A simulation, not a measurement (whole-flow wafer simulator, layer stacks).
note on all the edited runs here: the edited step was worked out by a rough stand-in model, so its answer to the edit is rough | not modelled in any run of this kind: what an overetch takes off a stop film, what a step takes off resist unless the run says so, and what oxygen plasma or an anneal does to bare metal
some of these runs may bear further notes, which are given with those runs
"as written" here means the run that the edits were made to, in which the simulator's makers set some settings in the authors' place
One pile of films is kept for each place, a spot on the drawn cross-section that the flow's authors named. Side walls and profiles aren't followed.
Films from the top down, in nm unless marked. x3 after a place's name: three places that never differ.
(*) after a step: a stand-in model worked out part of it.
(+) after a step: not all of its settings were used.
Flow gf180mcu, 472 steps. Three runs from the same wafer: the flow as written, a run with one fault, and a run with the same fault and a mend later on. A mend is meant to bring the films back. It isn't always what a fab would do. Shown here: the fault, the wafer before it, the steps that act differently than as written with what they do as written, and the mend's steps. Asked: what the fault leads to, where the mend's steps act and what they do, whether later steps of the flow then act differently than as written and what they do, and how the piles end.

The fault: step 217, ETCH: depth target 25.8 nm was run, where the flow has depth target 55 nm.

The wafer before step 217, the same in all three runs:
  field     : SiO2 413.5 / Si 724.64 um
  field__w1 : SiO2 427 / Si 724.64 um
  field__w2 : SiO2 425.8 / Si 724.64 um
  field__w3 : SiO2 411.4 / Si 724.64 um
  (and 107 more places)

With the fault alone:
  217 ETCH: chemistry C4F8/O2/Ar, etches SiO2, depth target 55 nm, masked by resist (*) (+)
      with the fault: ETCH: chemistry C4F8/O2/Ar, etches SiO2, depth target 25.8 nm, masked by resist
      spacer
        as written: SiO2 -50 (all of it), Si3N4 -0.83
        with the fault: SiO2 -25.8
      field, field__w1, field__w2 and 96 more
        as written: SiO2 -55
        with the fault: SiO2 -25.8
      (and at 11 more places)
  Later steps of the flow that act differently than as written (5 more steps differ only slightly, by at most 2% or 0.5 nm, whichever is larger, and aren't shown):
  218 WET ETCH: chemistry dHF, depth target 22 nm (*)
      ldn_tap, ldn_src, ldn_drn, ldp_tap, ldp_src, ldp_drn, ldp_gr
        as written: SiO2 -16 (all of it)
        with the fault: SiO2 -41.8
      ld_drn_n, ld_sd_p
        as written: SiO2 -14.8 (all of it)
        with the fault: SiO2 -40.9
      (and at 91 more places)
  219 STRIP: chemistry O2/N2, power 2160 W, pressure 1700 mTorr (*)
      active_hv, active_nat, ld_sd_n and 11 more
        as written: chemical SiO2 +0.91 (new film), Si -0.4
        with the fault: nothing
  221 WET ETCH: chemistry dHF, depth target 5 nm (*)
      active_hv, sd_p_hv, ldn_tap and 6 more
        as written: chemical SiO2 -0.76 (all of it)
        with the fault: SiO2 -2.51
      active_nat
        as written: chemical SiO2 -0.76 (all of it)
        with the fault: SiO2 -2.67 (all of it)
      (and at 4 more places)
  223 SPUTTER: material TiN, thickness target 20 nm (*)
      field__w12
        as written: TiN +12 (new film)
        with the fault: TiN +12.8 (new film)
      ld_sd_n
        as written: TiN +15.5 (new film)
        with the fault: TiN +16.1 (new film)
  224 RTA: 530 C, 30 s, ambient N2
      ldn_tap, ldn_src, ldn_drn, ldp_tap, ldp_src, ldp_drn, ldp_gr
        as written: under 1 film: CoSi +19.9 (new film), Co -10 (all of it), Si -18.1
        with the fault: nothing
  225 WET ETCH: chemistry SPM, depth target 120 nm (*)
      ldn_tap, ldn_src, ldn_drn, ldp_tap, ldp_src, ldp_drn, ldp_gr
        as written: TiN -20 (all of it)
        with the fault: TiN -20 (all of it), Co -10 (all of it)
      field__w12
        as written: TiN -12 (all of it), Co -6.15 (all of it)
        with the fault: TiN -12.8 (all of it), Co -6.47 (all of it)
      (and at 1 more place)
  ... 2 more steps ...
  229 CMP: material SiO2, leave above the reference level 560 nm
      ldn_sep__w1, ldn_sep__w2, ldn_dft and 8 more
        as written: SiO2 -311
        with the fault: SiO2 -321.9
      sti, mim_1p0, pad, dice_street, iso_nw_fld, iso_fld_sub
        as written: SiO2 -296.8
        with the fault: SiO2 -307.7
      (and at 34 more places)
  At the end the piles differ from the flow's by more than 2% or 0.5 nm, whichever is larger, at ldn_tap, ldn_src, ldn_drn, ldp_tap, ldp_src, ldp_drn, ldp_gr.
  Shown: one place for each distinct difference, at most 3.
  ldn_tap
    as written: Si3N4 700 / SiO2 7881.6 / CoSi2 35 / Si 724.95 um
    with the fault: Si3N4 700 / SiO2 7879.7 / Si 724.98 um

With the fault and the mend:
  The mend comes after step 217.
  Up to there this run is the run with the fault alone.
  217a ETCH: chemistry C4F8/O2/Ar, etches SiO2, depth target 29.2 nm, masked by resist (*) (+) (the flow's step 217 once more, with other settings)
      field, field__w1, field__w2 and 96 more
        SiO2 -29.2
      field__w5, field__w9, field__w13 and 8 more
        resist -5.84
      spacer
        SiO2 -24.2 (all of it), Si3N4 -0.83
  No later step of the flow acts differently than as written, at any place that is followed, by more than 2% or 0.5 nm, whichever is larger.
  At the end the piles differ from the flow's only slightly at the places that both follow, by at most 2% or 0.5 nm, whichever is larger.
